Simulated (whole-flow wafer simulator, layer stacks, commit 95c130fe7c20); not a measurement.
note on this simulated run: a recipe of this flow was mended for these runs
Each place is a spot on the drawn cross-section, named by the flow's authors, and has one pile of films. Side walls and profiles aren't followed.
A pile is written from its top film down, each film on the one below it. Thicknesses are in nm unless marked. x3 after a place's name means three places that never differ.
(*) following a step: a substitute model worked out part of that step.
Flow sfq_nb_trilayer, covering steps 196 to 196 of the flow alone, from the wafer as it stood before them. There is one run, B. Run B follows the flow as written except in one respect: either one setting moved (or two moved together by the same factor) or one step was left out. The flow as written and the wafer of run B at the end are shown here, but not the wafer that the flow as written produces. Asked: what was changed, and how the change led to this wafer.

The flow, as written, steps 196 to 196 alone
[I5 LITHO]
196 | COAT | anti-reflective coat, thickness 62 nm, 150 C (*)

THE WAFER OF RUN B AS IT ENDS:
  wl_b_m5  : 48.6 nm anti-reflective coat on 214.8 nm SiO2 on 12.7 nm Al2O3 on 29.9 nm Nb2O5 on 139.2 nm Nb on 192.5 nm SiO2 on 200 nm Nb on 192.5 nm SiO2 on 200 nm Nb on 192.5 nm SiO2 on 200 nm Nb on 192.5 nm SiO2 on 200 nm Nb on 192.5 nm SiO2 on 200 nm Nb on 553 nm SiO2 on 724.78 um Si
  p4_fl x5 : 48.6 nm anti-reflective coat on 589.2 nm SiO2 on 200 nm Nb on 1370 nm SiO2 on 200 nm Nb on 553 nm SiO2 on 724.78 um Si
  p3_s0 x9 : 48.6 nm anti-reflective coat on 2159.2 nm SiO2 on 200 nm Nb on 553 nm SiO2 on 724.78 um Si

What caused this: step 196, COAT: thickness 48.6 nm was run, while the flow as written has thickness 62 nm.
The wafer itself shows it: wl_b_m5 has anti-reflective coat 48.6, and step 196 as written asks for 62 nm.

Step by step, how the change led to this:
  196 | COAT | anti-reflective coat, thickness 62 nm, 150 C (*)
      p4_fl x5, p4_w1 x9, p3_s0 x9 and 41 more: +48.6 anti-reflective coat (new film) (it would be, as written: +62 anti-reflective coat (new film))
      via_wl, via_w, via_wr, via_sp, via_v, lsp_r, l0_sur, l0v: +48.9 anti-reflective coat (new film) (it would be, as written: +62.3 anti-reflective coat (new film))
      (also at 34 further places)
